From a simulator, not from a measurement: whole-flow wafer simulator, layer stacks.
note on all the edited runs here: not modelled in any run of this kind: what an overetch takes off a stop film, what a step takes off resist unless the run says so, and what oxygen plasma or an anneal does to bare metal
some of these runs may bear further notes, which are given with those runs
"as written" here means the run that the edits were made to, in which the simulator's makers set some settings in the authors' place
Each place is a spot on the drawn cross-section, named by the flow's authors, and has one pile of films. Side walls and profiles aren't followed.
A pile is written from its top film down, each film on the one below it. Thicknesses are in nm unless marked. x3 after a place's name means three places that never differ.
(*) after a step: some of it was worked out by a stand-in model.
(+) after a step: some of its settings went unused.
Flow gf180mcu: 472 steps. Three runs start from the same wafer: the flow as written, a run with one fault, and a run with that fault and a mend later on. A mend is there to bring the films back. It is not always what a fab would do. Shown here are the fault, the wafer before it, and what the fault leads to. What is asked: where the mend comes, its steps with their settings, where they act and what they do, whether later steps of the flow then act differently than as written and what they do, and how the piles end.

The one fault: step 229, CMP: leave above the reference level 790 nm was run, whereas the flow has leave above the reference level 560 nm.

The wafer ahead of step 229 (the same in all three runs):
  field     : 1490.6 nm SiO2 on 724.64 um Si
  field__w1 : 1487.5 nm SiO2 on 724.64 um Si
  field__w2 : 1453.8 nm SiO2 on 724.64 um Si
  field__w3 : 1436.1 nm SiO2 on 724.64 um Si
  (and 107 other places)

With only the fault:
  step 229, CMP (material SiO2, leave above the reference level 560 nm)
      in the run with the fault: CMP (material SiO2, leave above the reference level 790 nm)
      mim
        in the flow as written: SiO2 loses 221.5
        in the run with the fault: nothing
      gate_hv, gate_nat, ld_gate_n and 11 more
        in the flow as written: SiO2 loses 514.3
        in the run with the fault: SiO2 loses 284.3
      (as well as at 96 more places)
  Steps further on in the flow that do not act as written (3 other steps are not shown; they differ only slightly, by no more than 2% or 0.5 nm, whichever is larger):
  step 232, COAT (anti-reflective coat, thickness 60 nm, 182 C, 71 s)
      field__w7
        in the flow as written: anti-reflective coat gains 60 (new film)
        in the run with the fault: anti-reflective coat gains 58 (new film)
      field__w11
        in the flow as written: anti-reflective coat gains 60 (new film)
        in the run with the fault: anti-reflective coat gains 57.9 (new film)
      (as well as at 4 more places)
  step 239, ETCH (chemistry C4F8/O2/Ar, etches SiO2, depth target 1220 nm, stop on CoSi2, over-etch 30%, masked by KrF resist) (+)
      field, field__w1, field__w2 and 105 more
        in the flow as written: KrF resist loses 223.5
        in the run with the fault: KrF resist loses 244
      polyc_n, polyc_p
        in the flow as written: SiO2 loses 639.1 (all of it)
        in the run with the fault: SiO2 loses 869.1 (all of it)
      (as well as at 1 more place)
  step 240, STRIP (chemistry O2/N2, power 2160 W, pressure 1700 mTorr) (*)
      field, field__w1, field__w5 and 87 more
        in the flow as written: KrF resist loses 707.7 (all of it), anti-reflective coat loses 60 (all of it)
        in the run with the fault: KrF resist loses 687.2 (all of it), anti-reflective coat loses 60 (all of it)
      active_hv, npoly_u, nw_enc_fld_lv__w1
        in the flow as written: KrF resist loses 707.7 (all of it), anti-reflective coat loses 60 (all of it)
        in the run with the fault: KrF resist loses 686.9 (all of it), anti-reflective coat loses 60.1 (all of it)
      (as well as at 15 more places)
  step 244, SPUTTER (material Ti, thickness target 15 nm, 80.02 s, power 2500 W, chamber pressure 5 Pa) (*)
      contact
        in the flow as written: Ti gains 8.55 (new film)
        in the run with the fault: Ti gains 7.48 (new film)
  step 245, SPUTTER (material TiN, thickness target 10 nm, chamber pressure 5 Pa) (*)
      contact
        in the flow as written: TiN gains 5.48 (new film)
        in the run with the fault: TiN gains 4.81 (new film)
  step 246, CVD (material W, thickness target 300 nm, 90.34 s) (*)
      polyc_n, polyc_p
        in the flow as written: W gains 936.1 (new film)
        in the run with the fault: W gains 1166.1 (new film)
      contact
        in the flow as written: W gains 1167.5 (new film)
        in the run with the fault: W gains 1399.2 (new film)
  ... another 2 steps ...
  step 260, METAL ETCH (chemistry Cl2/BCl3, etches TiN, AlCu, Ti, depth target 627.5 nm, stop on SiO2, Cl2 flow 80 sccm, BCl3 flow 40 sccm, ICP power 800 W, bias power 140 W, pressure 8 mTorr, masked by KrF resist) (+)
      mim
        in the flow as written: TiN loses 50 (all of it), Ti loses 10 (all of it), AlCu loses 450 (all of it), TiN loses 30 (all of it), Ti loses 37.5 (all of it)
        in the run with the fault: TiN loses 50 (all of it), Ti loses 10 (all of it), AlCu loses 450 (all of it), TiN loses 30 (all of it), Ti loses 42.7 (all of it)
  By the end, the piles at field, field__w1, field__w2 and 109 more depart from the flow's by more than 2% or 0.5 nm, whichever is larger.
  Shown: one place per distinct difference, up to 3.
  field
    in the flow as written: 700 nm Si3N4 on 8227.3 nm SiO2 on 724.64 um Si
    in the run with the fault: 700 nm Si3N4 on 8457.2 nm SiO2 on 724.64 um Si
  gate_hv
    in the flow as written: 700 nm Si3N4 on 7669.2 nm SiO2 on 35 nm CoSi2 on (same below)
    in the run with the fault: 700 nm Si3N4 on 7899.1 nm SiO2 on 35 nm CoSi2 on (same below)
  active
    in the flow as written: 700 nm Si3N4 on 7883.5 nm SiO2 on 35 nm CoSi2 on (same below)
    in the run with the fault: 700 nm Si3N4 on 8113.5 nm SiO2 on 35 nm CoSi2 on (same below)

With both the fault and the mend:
  The mend stands after step 229.
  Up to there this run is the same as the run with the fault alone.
  step 229a, CMP (material SiO2, leave above the reference level 560 nm) (the flow's step 229 again)
      field, field__w1, field__w2 and 107 more
        SiO2 loses 230
      mim
        SiO2 loses 221.5
  Every later step of the flow that is run acts as written at every place that is followed.
  The piles end the same as the flow's at every place that both follow.
